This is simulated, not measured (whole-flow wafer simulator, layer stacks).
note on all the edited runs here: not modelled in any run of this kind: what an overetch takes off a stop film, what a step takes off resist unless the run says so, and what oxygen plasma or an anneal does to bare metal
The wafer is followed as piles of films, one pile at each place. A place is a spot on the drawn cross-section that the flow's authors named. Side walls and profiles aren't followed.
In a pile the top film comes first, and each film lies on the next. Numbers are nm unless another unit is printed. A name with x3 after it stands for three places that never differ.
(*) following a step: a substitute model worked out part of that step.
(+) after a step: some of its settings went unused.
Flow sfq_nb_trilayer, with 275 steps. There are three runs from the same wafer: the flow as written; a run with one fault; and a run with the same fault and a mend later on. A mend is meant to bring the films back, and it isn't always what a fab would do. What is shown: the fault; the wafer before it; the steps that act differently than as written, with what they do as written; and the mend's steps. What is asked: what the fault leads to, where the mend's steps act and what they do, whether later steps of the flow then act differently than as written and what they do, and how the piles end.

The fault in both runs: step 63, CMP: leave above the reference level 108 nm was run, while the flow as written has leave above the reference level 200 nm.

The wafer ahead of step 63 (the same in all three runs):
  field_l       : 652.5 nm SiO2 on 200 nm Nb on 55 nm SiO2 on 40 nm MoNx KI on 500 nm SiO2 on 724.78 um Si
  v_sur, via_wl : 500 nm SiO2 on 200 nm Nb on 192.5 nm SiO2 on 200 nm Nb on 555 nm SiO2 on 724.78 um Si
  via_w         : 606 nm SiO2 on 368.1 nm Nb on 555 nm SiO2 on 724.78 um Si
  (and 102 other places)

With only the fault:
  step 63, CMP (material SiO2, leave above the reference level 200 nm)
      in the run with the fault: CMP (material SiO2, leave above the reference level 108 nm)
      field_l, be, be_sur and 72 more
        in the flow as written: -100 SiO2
        in the run with the fault: -192 SiO2
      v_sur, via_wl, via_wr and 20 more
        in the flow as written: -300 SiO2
        in the run with the fault: -392 SiO2
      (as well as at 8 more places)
  Steps further on in the flow that do not act as written (not shown: 3 more steps that differ only slightly, by at most 2% or 0.5 nm, whichever is larger):
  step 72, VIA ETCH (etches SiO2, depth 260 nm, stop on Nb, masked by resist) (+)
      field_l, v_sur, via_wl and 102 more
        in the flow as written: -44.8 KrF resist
        in the run with the fault: -27.9 KrF resist
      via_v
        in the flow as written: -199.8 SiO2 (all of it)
        in the run with the fault: -107.8 SiO2 (all of it)
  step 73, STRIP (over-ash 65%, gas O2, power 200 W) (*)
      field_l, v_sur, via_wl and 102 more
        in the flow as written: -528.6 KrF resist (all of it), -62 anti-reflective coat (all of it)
        in the run with the fault: -545.5 KrF resist (all of it), -62 anti-reflective coat (all of it)
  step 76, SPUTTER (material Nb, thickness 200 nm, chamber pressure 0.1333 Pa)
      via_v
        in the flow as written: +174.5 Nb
        in the run with the fault: +192.8 Nb
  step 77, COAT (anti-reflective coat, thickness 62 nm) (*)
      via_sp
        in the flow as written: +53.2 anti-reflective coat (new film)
        in the run with the fault: +52.1 anti-reflective coat (new film)
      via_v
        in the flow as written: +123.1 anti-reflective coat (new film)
        in the run with the fault: +106.2 anti-reflective coat (new film)
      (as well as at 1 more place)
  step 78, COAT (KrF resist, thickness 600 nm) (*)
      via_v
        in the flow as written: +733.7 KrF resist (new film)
        in the run with the fault: +654.5 KrF resist (new film)
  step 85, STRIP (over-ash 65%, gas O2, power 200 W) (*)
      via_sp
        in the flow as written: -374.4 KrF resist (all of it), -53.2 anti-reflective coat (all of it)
        in the run with the fault: -382.6 KrF resist (all of it), -52.1 anti-reflective coat (all of it)
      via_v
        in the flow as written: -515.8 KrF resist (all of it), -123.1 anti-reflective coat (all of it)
        in the run with the fault: -436.7 KrF resist (all of it), -106.2 anti-reflective coat (all of it)
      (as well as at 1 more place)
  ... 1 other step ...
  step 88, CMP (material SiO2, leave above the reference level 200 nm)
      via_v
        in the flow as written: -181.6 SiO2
        in the run with the fault: -185.9 SiO2
  By the end, the piles at field_l, v_sur, via_wl and 103 more depart from the flow's by more than 2% or 0.5 nm, whichever is larger.
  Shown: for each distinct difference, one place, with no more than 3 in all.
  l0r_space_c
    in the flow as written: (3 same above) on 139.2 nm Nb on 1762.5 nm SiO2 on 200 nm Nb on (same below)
    in the run with the fault: (3 same above) on 139.2 nm Nb on 1670.5 nm SiO2 on 200 nm Nb on (same below)
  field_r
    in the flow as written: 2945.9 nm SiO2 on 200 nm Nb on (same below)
    in the run with the fault: 2853.9 nm SiO2 on 200 nm Nb on (same below)
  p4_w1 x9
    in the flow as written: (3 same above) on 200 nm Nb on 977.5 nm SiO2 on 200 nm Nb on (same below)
    in the run with the fault: (3 same above) on 200 nm Nb on 885.5 nm SiO2 on 200 nm Nb on (same below)

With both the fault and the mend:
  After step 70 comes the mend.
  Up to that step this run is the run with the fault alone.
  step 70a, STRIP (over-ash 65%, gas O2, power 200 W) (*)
      field_l, v_sur, via_wl and 102 more
        -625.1 KrF resist (all of it), -62 anti-reflective coat (all of it)
      via_v
        -62 anti-reflective coat (all of it)
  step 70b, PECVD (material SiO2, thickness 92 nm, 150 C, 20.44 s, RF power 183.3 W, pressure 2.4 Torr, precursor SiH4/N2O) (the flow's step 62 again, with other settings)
      field_l, v_sur, via_wl and 103 more
        +92 SiO2
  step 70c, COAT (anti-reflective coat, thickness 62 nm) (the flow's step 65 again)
      field_l, v_sur, via_wl and 103 more
        +62 anti-reflective coat (new film)
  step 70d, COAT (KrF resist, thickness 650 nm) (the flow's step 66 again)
      field_l, v_sur, via_wl and 103 more
        +650 KrF resist (new film)
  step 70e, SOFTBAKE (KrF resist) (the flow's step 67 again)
      alters no film at any place that is followed
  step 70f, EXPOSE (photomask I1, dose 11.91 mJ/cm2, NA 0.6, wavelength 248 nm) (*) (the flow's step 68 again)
      alters no film at any place that is followed
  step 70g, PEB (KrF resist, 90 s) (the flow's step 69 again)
      field_l, v_sur, via_wl and 103 more
        -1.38 KrF resist
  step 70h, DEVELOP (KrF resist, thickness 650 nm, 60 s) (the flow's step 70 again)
      field_l, v_sur, via_wl and 102 more
        -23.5 KrF resist
      via_v
        -648.6 KrF resist (all of it)
  Every later step of the flow that is run acts as written at every place that is followed.
  By the end, the piles equal the flow's at every place that both follow.
